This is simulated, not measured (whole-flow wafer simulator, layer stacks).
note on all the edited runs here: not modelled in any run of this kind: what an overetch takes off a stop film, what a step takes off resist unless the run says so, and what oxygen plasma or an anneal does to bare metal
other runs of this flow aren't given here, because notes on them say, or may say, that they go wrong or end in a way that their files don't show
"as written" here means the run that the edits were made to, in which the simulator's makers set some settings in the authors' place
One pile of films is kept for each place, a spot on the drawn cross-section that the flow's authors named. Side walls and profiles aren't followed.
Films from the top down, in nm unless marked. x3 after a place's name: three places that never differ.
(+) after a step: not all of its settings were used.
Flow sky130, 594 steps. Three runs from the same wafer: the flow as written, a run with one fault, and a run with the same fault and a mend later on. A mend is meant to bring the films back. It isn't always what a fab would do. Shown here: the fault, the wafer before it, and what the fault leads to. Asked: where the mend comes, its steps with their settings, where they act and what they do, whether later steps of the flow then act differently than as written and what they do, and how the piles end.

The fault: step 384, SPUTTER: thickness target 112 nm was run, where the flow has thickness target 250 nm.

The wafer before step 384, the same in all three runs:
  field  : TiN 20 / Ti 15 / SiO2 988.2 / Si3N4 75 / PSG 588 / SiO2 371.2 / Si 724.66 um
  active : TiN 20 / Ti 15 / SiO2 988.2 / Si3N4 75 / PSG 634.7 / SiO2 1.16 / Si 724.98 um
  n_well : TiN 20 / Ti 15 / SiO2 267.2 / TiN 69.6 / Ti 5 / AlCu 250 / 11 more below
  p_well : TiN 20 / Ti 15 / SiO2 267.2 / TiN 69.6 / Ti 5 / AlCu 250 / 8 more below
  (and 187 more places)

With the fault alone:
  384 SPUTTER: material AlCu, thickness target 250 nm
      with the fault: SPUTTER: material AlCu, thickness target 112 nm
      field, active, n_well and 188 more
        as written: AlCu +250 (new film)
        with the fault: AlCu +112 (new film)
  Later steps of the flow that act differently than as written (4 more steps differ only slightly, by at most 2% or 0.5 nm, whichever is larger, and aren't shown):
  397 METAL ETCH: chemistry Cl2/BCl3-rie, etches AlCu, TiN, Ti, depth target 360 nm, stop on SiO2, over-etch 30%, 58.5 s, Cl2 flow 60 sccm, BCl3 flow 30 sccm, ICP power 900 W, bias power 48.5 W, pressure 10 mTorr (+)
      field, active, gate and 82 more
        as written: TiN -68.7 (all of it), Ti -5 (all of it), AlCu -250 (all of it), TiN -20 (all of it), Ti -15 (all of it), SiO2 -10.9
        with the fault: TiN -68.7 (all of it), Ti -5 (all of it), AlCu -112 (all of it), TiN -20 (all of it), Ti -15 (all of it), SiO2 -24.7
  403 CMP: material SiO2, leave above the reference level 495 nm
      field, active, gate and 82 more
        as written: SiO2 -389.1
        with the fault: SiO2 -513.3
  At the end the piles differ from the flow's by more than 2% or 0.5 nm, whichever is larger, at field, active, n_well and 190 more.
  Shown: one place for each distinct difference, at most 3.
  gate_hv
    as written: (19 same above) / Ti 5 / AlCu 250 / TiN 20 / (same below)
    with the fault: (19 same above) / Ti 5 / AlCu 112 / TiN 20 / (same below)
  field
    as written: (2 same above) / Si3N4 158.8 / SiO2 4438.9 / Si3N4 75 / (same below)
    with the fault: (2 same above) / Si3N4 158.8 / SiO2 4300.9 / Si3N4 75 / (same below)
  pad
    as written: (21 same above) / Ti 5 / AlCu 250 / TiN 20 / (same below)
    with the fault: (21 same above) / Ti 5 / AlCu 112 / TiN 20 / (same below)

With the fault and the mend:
  The mend comes after step 384.
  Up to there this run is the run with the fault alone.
  384a SPUTTER: material AlCu, thickness target 138 nm (the flow's step 384 once more, with other settings)
      field, active, n_well and 188 more
        AlCu +138
  No later step of the flow acts differently than as written at any place that is followed.
  At the end the piles are the same as the flow's at every place that both follow.
